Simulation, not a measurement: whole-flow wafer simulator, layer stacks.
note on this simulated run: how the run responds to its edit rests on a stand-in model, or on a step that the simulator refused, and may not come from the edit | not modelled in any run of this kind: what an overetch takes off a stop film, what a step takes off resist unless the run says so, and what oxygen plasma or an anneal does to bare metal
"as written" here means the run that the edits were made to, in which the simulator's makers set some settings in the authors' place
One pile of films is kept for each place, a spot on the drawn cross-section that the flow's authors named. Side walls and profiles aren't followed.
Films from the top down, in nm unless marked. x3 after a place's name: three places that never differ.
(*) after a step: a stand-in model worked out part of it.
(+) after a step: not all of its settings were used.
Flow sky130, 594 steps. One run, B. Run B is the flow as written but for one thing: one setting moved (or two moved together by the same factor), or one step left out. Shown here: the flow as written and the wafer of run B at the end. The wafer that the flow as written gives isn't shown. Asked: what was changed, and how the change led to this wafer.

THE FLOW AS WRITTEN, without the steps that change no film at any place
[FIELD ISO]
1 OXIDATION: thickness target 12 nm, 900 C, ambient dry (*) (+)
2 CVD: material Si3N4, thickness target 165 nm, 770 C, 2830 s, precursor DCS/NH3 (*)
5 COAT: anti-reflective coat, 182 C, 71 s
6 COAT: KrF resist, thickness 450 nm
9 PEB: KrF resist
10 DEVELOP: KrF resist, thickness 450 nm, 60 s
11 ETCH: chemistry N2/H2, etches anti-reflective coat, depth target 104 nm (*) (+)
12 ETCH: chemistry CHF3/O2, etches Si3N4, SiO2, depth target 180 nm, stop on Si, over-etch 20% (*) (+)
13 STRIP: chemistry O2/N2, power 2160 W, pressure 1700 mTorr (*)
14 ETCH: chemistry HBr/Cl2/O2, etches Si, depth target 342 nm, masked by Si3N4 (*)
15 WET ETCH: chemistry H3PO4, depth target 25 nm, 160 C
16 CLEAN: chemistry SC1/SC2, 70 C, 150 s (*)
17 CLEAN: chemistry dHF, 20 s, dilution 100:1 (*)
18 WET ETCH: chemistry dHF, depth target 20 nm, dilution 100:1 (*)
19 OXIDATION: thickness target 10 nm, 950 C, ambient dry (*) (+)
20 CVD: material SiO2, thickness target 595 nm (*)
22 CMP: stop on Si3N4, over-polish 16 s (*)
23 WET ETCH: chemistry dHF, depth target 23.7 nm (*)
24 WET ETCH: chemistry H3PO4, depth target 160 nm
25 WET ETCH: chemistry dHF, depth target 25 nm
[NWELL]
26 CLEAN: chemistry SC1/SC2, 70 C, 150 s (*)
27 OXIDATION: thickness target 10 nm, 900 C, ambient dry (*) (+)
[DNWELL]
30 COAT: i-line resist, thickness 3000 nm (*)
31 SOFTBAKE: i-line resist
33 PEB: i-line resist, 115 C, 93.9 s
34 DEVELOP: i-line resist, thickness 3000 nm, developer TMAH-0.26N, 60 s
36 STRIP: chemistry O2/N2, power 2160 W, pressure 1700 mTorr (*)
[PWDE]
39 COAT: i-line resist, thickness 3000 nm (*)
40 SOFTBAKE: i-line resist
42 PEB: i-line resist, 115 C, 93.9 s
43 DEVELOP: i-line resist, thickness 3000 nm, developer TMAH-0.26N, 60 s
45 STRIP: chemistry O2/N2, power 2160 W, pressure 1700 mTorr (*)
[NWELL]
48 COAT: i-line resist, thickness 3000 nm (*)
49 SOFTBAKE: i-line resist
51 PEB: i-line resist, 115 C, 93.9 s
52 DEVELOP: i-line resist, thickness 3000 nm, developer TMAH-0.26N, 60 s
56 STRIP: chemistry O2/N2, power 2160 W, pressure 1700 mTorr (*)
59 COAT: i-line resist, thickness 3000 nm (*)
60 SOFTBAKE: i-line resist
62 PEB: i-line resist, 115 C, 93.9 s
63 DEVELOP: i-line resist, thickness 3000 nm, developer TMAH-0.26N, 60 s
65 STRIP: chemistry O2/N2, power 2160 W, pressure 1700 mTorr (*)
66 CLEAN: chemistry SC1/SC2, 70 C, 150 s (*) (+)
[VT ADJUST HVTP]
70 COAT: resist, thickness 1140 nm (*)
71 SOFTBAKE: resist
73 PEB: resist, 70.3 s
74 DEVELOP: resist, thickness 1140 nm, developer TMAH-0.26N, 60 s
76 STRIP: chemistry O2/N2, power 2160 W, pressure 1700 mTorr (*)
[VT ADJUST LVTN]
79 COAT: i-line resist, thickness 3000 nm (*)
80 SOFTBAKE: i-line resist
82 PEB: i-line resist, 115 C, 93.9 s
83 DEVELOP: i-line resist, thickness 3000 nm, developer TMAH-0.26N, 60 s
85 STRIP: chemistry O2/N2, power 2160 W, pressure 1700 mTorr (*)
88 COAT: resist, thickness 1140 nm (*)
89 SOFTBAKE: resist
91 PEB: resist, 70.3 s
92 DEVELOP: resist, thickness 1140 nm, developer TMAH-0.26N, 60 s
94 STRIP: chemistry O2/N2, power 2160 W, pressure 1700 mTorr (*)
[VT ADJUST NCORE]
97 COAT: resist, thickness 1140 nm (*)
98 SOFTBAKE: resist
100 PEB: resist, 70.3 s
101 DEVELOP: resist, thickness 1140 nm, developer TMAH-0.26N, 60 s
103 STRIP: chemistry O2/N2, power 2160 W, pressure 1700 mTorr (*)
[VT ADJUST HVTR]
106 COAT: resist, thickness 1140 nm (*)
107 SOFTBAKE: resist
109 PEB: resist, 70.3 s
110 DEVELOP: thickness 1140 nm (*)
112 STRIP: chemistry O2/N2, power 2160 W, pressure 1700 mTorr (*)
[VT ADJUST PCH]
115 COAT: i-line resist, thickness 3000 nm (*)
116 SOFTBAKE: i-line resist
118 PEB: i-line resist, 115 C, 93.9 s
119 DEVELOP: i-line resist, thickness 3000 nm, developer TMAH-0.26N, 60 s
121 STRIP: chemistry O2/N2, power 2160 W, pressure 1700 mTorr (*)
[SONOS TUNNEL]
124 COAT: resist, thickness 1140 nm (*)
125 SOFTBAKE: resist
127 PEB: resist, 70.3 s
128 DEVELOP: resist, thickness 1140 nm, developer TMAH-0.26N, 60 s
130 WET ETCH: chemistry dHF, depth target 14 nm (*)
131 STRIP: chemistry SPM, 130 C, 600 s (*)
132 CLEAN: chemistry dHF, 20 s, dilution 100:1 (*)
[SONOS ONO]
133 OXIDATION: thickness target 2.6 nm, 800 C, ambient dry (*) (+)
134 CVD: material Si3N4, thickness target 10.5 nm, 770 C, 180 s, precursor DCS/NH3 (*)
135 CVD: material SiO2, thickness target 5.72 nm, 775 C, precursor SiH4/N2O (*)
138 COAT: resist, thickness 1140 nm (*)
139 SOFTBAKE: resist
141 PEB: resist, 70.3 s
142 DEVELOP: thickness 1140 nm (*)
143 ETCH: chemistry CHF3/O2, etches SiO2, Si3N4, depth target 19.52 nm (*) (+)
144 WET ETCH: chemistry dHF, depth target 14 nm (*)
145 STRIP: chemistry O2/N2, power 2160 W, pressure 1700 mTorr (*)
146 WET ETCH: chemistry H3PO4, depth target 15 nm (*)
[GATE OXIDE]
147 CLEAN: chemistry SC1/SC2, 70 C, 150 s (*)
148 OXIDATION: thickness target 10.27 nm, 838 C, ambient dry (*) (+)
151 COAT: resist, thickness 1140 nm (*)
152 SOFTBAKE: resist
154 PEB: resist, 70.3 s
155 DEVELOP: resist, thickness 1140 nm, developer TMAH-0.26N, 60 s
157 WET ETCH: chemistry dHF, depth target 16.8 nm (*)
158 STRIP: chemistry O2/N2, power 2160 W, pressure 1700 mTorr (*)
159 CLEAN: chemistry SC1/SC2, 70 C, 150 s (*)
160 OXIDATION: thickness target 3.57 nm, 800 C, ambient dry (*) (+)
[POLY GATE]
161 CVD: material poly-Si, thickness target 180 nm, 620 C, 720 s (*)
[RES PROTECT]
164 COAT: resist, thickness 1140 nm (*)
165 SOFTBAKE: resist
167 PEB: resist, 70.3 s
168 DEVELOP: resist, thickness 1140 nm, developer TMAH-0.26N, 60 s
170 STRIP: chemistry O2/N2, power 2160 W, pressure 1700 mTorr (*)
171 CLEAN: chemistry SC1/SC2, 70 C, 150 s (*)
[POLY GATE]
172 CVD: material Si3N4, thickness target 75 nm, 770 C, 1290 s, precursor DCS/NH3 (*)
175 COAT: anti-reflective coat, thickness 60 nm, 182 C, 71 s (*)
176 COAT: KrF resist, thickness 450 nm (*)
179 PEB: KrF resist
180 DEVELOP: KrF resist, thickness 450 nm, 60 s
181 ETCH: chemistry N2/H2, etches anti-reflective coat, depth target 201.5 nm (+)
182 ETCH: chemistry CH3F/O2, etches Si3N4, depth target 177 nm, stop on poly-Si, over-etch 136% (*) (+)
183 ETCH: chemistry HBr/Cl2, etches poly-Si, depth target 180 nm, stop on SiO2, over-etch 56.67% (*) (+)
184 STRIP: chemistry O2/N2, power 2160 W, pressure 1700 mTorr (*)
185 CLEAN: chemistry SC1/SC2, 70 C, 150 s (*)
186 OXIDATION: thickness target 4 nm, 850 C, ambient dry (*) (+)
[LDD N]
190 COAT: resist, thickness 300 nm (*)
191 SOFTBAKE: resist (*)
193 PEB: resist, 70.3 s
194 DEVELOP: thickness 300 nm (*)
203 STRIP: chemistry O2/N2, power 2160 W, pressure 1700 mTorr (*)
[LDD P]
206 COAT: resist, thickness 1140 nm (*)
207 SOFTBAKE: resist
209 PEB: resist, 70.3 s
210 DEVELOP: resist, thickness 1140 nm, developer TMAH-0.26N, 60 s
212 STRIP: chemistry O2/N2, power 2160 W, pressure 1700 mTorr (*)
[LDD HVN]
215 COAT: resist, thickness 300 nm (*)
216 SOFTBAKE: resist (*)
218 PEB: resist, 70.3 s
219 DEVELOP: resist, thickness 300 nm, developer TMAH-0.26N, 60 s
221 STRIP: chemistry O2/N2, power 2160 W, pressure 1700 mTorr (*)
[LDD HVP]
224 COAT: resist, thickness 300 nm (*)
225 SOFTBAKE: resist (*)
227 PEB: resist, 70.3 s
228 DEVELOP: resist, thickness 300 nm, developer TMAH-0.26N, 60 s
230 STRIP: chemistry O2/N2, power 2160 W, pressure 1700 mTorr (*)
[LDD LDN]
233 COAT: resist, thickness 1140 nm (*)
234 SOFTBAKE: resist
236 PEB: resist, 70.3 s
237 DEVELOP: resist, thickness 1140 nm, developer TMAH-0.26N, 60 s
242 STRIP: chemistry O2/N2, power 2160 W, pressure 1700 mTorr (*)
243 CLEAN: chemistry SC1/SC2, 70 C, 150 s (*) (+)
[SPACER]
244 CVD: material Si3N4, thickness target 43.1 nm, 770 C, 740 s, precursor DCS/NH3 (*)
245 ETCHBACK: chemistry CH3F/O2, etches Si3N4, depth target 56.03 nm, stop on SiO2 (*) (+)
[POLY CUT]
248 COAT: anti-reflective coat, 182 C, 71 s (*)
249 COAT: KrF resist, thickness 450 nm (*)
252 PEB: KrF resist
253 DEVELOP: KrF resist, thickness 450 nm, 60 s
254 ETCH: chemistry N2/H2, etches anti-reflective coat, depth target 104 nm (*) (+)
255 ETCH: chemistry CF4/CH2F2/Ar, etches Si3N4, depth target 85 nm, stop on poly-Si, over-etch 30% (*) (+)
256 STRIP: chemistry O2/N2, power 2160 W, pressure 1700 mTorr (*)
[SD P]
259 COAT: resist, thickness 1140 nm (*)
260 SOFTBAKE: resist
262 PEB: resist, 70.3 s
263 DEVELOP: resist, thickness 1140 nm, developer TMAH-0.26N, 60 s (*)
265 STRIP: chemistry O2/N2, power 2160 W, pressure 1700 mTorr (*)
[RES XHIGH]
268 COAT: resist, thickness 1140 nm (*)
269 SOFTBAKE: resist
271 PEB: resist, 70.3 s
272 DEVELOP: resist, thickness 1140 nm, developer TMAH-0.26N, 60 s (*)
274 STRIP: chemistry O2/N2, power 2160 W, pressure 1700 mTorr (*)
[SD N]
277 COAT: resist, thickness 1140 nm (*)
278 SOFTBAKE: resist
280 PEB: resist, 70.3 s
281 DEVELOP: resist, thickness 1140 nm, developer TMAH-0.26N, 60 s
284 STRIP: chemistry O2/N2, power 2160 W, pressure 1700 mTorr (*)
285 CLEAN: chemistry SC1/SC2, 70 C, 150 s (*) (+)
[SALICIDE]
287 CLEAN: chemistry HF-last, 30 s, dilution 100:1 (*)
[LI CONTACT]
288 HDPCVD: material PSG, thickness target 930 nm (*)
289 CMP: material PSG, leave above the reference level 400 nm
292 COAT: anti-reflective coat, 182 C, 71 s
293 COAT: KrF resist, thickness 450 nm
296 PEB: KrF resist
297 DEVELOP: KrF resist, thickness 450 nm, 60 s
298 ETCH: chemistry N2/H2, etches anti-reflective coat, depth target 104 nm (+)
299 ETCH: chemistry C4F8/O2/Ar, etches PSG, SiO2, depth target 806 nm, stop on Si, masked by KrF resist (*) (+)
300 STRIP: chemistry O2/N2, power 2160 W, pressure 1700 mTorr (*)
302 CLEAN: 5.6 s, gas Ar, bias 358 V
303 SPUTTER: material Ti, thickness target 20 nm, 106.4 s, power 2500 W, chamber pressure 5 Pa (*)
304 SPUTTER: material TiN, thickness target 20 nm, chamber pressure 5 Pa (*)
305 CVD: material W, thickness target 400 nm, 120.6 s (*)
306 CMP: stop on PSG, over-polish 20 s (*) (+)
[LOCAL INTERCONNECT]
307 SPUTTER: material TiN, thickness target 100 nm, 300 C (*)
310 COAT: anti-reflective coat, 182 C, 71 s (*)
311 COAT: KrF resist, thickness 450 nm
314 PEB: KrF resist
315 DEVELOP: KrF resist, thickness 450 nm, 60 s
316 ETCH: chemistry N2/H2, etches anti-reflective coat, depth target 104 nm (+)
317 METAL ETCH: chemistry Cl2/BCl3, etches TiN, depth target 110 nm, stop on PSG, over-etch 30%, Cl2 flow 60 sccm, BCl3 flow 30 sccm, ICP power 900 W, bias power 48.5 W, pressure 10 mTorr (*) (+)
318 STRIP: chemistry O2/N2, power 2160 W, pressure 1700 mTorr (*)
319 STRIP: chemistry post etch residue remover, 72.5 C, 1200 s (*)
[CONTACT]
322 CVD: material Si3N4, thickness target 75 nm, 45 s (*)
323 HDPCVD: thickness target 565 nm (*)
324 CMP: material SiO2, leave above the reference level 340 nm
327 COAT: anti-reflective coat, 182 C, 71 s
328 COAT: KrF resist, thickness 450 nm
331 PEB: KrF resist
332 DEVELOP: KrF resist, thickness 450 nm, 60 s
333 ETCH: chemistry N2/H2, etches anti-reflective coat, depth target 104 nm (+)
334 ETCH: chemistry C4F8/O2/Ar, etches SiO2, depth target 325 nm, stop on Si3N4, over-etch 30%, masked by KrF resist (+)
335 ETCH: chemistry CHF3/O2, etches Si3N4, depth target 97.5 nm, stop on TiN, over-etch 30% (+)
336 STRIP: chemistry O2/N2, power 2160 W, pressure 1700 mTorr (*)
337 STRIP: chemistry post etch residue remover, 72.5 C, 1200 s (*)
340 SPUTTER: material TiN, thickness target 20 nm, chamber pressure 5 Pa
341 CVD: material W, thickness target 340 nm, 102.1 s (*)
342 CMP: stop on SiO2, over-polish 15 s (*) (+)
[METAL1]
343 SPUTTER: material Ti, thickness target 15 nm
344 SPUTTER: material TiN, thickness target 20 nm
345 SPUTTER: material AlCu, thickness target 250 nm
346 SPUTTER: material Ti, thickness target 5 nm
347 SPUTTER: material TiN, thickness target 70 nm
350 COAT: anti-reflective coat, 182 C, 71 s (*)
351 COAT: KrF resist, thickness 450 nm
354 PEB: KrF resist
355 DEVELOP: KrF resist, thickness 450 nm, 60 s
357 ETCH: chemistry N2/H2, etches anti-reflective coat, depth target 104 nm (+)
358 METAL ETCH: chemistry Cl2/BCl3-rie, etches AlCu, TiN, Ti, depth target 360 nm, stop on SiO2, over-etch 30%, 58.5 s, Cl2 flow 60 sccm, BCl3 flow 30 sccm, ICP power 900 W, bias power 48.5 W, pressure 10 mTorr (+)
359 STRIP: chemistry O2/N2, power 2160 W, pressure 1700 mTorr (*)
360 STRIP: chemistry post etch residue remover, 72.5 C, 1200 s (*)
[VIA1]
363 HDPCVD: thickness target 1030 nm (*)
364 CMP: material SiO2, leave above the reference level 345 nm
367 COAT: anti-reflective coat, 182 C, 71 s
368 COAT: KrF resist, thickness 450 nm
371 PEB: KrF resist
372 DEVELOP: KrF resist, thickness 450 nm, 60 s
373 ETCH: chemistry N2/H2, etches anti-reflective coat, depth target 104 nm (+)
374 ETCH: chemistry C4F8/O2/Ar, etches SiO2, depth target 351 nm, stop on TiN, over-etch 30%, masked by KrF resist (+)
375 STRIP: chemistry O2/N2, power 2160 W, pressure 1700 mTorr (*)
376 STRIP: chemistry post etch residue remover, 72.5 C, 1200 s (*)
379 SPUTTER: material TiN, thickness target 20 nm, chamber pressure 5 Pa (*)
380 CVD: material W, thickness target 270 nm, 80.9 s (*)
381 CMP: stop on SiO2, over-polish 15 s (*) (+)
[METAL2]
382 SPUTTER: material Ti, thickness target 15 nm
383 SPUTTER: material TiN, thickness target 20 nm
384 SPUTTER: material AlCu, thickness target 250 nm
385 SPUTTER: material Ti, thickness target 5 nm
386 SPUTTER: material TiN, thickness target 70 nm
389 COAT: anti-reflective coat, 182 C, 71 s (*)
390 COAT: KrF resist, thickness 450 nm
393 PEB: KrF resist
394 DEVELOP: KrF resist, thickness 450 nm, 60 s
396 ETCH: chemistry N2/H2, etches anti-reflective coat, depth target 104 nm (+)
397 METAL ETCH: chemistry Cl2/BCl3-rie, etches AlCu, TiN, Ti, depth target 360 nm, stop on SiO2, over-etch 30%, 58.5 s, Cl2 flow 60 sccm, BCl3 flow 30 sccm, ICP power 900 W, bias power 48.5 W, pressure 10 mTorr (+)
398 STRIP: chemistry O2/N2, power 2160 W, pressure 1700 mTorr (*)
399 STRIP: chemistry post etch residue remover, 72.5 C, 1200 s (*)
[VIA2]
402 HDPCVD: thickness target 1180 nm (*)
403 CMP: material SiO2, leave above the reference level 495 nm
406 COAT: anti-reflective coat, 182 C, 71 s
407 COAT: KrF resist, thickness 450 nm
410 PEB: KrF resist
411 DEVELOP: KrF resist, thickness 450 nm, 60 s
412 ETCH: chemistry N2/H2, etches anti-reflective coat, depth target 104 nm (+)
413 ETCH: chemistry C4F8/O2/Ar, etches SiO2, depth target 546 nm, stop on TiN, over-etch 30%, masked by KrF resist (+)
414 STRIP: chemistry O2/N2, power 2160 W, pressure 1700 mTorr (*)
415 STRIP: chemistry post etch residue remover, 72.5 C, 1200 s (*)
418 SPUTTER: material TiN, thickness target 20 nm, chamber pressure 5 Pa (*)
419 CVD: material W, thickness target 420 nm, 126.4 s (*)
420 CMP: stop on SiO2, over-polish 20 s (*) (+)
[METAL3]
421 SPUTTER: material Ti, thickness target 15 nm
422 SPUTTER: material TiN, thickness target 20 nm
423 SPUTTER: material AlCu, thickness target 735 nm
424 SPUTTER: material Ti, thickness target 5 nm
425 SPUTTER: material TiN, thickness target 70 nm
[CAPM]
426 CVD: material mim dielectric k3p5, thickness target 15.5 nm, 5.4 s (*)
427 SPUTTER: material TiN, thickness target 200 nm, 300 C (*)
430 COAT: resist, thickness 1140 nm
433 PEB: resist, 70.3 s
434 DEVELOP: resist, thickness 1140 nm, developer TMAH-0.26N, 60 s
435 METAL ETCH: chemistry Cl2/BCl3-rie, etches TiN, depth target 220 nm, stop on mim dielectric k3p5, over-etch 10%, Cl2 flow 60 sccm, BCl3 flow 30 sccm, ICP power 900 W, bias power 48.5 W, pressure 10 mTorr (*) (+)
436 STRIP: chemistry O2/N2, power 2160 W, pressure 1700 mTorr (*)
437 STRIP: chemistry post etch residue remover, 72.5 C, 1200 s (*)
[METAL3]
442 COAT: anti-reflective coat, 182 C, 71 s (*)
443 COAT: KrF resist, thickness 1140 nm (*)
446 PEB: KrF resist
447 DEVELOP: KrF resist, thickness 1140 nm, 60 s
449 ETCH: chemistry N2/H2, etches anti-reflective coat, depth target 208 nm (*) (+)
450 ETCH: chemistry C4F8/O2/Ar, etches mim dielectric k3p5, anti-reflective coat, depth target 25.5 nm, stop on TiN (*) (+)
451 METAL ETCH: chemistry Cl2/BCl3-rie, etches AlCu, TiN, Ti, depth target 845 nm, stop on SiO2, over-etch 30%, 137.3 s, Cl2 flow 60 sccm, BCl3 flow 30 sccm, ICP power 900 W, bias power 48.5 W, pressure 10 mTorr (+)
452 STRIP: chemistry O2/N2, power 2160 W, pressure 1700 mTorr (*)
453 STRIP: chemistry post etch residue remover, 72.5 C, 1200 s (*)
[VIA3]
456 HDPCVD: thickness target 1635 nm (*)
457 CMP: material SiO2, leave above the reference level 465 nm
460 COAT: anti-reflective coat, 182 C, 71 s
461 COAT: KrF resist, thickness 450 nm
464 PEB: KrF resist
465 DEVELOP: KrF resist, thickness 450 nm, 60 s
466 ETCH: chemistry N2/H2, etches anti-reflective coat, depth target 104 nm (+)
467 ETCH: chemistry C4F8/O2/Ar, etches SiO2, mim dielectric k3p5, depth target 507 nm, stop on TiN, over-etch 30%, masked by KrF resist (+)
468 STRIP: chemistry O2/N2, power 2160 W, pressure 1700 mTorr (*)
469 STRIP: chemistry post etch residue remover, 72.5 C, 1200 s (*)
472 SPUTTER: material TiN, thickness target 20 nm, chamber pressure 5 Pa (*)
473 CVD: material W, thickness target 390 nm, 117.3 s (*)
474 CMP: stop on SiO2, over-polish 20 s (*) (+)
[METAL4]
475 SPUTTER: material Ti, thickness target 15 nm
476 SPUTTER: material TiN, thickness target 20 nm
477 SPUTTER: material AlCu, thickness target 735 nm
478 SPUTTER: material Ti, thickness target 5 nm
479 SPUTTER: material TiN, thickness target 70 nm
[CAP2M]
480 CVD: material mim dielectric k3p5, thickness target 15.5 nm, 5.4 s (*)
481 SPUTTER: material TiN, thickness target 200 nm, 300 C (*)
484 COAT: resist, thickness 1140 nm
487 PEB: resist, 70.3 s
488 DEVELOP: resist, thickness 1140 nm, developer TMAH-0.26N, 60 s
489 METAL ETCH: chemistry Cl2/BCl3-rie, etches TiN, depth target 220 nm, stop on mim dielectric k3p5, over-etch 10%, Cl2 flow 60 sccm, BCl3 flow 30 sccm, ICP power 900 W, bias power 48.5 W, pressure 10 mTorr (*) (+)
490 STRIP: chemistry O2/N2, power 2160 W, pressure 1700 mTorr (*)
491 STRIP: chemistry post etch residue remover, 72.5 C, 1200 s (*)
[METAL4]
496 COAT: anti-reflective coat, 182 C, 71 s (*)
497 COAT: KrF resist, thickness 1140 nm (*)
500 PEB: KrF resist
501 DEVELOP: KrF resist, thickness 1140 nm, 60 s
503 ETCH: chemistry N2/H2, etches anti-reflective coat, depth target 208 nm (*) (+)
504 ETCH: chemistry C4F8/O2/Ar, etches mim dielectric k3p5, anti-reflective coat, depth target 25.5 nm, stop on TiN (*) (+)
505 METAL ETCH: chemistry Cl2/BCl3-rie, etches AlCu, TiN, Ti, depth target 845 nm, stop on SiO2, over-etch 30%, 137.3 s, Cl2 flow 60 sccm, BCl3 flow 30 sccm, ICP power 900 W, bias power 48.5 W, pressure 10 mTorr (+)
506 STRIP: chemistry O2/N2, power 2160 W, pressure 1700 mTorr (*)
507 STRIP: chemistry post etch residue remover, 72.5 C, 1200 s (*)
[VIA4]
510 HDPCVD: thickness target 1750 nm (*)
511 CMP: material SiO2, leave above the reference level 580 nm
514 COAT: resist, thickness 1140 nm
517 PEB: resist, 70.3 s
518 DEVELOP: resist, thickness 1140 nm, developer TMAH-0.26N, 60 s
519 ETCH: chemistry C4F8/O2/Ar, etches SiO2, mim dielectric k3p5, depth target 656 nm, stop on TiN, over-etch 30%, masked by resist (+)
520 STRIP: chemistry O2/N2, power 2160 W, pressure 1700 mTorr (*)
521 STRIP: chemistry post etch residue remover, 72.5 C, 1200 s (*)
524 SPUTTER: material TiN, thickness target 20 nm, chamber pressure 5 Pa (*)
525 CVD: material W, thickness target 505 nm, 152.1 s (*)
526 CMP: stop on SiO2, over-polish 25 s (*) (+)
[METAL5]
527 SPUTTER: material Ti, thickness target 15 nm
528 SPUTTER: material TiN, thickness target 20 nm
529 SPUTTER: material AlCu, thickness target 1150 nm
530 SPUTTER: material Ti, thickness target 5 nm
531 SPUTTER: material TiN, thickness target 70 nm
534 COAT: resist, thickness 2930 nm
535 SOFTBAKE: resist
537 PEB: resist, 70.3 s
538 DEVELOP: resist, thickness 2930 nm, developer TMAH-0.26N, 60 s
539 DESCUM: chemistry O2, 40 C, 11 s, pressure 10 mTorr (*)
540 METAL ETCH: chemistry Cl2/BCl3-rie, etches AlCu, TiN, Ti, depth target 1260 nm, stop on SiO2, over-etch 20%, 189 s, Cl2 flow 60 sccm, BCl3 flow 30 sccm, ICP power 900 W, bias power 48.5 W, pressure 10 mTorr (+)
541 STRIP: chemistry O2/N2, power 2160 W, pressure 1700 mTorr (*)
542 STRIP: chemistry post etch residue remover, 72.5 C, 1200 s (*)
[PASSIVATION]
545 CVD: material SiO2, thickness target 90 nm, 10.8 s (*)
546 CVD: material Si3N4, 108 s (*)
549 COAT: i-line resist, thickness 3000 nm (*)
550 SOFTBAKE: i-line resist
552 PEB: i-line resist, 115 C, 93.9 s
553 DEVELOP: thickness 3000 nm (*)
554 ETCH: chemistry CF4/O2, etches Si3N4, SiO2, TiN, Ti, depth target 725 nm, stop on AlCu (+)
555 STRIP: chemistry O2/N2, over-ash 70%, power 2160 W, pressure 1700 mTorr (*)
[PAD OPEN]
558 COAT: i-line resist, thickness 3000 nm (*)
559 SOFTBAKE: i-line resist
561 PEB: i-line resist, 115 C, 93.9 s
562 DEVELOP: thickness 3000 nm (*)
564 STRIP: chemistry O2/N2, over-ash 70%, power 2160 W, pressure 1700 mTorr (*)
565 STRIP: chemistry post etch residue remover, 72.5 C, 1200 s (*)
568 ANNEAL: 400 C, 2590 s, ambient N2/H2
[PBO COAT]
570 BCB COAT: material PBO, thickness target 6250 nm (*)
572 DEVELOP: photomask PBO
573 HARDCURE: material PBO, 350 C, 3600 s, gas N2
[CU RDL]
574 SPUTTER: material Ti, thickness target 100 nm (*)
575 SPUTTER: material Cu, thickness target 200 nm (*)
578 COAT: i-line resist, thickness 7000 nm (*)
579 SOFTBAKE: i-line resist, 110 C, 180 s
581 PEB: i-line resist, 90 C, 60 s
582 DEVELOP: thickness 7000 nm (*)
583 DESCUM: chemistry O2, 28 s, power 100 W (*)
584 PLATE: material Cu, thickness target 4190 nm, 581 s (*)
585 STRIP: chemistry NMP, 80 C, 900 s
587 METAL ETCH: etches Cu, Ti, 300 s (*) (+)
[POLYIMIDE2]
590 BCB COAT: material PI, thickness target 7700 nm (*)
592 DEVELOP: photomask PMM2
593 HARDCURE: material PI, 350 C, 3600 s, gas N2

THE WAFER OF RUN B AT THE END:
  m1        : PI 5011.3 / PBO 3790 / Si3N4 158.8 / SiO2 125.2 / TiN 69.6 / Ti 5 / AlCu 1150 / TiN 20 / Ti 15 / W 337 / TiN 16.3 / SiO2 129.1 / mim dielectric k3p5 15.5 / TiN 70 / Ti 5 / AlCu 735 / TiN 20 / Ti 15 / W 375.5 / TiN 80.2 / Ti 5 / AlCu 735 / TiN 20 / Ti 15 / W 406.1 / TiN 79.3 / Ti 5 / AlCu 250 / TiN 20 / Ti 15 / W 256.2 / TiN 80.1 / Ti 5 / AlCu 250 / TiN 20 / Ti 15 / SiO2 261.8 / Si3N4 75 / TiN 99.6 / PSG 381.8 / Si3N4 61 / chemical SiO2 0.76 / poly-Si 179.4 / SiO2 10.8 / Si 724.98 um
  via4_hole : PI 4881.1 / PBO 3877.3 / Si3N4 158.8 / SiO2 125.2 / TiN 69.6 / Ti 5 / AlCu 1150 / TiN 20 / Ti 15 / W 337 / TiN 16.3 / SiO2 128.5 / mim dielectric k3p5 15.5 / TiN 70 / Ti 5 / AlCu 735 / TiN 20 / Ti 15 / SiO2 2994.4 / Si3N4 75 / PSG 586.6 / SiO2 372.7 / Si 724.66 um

The cause: step 519, ETCH: depth target 361 nm was run, where the flow has depth target 656 nm.

How the change led to this, step by step:
  519 ETCH: chemistry C4F8/O2/Ar, etches SiO2, mim dielectric k3p5, depth target 656 nm, stop on TiN, over-etch 30%, masked by resist (+)
      m1: SiO2 -361 (as written it would be: SiO2 -490.1 (all of it), mim dielectric k3p5 -15.5 (all of it))
      via4_hole: SiO2 -361 (as written it would be: SiO2 -489.5 (all of it), mim dielectric k3p5 -15.5 (all of it))
      (and at 191 more places)
  520 STRIP: chemistry O2/N2, power 2160 W, pressure 1700 mTorr (*)
      field, active, n_well and 188 more: resist -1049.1 (all of it) (as written it would be: resist -990.1 (all of it))
  524 SPUTTER: material TiN, thickness target 20 nm, chamber pressure 5 Pa (*)
      m1, via4_hole: TiN +16.3 (new film) (as written it would be: TiN +15.3)
  525 CVD: material W, thickness target 505 nm, 152.1 s (*)
      m1: W +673 (new film) (as written it would be: W +1015.8 (new film))
      via4_hole: W +674.7 (new film) (as written it would be: W +1015.2 (new film))
  526 CMP: stop on SiO2, over-polish 25 s (*) (+)
      m1: W -335.9 (as written it would be: W -532.7)
      via4_hole: W -337.6 (as written it would be: W -532.7)
Counting metal films that touch as one body, m1 has 3 bodies (between them, from the top down: SiO2 129.1 / mim dielectric k3p5 15.5; SiO2 261.8 / Si3N4 75); the flow as written gives 2 bodies (between them, from the top down: SiO2 261.8 / Si3N4 75).
Counting metal films that touch as one body, via4_hole has 2 bodies (between them, from the top down: SiO2 128.5 / mim dielectric k3p5 15.5); the flow as written gives 1 body.
